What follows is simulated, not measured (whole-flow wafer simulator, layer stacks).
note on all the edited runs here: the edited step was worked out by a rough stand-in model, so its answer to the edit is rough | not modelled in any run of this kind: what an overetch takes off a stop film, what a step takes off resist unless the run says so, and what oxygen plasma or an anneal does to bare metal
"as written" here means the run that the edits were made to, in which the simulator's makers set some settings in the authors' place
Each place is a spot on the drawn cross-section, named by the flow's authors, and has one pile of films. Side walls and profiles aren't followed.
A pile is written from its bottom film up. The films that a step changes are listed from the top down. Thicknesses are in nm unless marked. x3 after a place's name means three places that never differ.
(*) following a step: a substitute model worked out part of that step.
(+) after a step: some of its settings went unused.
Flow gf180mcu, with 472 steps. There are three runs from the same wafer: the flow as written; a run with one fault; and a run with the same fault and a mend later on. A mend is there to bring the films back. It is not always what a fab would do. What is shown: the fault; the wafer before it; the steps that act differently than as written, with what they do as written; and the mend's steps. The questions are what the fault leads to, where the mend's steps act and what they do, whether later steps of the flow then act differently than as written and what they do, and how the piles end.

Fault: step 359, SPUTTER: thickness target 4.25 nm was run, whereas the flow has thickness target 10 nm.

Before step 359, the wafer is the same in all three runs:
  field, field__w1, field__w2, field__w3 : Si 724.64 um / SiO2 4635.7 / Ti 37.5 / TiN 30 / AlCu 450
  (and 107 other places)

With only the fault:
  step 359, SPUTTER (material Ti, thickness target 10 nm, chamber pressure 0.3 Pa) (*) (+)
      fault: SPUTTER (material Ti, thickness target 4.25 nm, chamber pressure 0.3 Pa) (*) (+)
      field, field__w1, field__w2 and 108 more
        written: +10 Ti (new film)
        fault: +4.25 Ti (new film)
  Later steps of the flow acting differently than as written (5 other steps are not shown; they differ only slightly, by no more than 2% or 0.5 nm, whichever is larger):
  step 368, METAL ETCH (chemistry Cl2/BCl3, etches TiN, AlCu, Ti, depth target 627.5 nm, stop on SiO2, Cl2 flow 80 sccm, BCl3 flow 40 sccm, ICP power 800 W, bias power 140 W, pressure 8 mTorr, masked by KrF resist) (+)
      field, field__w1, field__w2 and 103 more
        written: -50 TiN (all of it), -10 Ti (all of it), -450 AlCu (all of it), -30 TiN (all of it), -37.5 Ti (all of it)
        fault: -50 TiN (all of it), -4.25 Ti (all of it), -450 AlCu (all of it), -30 TiN (all of it), -37.5 Ti (all of it)
  The piles end different from the flow's at field__w8, contact, m1, m1__w1, m1_nw by more than 2% or 0.5 nm, whichever is larger.
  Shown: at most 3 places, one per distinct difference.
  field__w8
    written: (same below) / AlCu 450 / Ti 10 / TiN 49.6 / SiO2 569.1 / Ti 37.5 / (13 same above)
    fault: (same below) / AlCu 450 / Ti 4.25 / TiN 49.6 / SiO2 574.9 / Ti 37.5 / (13 same above)
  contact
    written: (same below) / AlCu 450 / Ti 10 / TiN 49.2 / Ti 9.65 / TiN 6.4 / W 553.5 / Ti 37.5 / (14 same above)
    fault: (same below) / AlCu 450 / Ti 4.25 / TiN 49.2 / Ti 9.62 / TiN 6.38 / W 559.3 / Ti 37.5 / (14 same above)

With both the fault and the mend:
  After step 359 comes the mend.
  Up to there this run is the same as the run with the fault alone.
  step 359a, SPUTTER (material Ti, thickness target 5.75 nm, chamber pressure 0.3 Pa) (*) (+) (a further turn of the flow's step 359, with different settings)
      field, field__w1, field__w2 and 108 more
        +5.75 Ti
  None of the later steps of the flow acts differently than as written at any place that is followed.
  The piles end the same as the flow's at every place that both follow.
